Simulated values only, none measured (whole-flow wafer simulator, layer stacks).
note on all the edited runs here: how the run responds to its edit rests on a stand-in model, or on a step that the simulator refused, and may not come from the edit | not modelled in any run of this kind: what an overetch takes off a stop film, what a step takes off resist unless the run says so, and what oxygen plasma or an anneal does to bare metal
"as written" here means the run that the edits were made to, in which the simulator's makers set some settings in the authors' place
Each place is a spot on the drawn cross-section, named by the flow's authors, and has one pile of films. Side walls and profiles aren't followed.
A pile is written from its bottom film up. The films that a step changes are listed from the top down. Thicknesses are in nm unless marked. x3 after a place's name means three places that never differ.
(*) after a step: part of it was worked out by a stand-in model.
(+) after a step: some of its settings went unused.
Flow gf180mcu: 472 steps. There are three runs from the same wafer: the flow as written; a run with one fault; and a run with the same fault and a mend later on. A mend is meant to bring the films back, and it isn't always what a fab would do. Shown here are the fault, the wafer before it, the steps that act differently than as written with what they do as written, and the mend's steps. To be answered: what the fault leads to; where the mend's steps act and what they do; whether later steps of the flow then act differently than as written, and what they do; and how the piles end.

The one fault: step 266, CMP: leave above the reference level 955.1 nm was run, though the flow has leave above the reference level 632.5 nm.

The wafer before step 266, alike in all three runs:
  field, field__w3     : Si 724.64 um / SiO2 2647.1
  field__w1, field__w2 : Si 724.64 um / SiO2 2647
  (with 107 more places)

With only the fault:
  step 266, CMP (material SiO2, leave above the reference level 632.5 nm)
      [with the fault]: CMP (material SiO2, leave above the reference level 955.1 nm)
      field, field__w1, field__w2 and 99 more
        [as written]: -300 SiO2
        [with the fault]: nothing
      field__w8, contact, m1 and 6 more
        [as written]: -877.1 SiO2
        [with the fault]: -554.5 SiO2
  Steps later in the flow that act otherwise than as written (7 more steps, not shown, differ only slightly: by at most 2% or 0.5 nm, whichever is larger):
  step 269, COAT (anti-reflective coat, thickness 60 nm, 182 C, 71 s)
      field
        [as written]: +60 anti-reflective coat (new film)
        [with the fault]: +68.9 anti-reflective coat (new film)
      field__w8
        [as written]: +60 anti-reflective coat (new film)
        [with the fault]: +47 anti-reflective coat (new film)
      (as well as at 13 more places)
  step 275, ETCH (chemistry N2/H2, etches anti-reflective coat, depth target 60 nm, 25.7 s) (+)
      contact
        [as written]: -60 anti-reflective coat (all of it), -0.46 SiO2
        [with the fault]: -47.2 anti-reflective coat (all of it), -0.79 SiO2
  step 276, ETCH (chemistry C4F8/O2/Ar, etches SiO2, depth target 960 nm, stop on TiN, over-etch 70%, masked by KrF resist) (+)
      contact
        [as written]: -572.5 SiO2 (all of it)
        [with the fault]: -894.7 SiO2 (all of it)
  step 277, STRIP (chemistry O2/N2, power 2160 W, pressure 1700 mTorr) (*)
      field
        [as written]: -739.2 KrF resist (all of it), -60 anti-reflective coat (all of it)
        [with the fault]: -734.6 KrF resist (all of it), -68.9 anti-reflective coat (all of it)
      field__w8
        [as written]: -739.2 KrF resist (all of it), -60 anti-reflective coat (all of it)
        [with the fault]: -737.1 KrF resist (all of it), -47 anti-reflective coat (all of it)
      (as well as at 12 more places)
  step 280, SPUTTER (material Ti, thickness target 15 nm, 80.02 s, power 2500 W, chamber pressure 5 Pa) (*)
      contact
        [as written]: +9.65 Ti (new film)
        [with the fault]: +8.11 Ti (new film)
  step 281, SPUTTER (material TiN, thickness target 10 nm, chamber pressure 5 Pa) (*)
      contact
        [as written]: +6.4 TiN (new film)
        [with the fault]: +5.38 TiN (new film)
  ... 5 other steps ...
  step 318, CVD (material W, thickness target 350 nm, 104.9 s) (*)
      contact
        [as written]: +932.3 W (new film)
        [with the fault]: +954.1 W (new film)
  At field, field__w1, field__w2 and 109 more, the piles at the end differ from the flow's by more than 2% or 0.5 nm, whichever is larger.
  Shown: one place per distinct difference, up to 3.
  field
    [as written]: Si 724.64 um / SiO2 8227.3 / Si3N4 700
    [with the fault]: Si 724.64 um / SiO2 8548.9 / Si3N4 700
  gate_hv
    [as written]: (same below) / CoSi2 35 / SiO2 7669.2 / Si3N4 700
    [with the fault]: (same below) / CoSi2 35 / SiO2 7990.8 / Si3N4 700
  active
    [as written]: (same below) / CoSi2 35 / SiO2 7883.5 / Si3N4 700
    [with the fault]: (same below) / CoSi2 35 / SiO2 8205.1 / Si3N4 700

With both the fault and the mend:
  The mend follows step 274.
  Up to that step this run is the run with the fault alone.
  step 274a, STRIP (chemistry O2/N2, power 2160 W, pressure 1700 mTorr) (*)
      iso_ptap_pw, iso_ntap_nw, iso_nw_fld and 33 more
        -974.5 KrF resist (all of it), -60 anti-reflective coat (all of it)
      field__w6, field__w7, field__w10 and 25 more
        -974.7 KrF resist (all of it), -60.1 anti-reflective coat (all of it)
      field__w2, field__w3, field__w12 and 10 more
        -974.8 KrF resist (all of it), -60.1 anti-reflective coat (all of it)
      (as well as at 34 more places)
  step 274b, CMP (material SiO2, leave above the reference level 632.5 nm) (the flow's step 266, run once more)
      field, field__w1, field__w2 and 99 more
        -300 SiO2
      field__w8, contact, m1 and 6 more
        -322.6 SiO2
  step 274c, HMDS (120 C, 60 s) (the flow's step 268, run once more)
      does not change any film at any place that is followed
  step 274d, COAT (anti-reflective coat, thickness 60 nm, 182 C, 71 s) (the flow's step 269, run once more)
      field, field__w1, field__w2 and 108 more
        +60 anti-reflective coat (new film)
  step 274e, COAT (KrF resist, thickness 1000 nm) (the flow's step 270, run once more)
      field, field__w1, field__w2 and 108 more
        +1000 KrF resist (new film)
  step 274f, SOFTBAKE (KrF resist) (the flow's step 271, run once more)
      does not change any film at any place that is followed
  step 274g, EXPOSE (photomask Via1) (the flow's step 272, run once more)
      does not change any film at any place that is followed
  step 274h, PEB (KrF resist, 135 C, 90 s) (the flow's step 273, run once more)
      field, field__w1, field__w2 and 108 more
        -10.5 KrF resist
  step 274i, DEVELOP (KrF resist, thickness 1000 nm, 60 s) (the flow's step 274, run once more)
      field, field__w1, field__w2 and 107 more
        -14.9 KrF resist
      contact
        -989.5 KrF resist (all of it)
  Later steps of the flow that are run all act as written at every place that is followed.
  At every place that both follow, the piles at the end match the flow's.
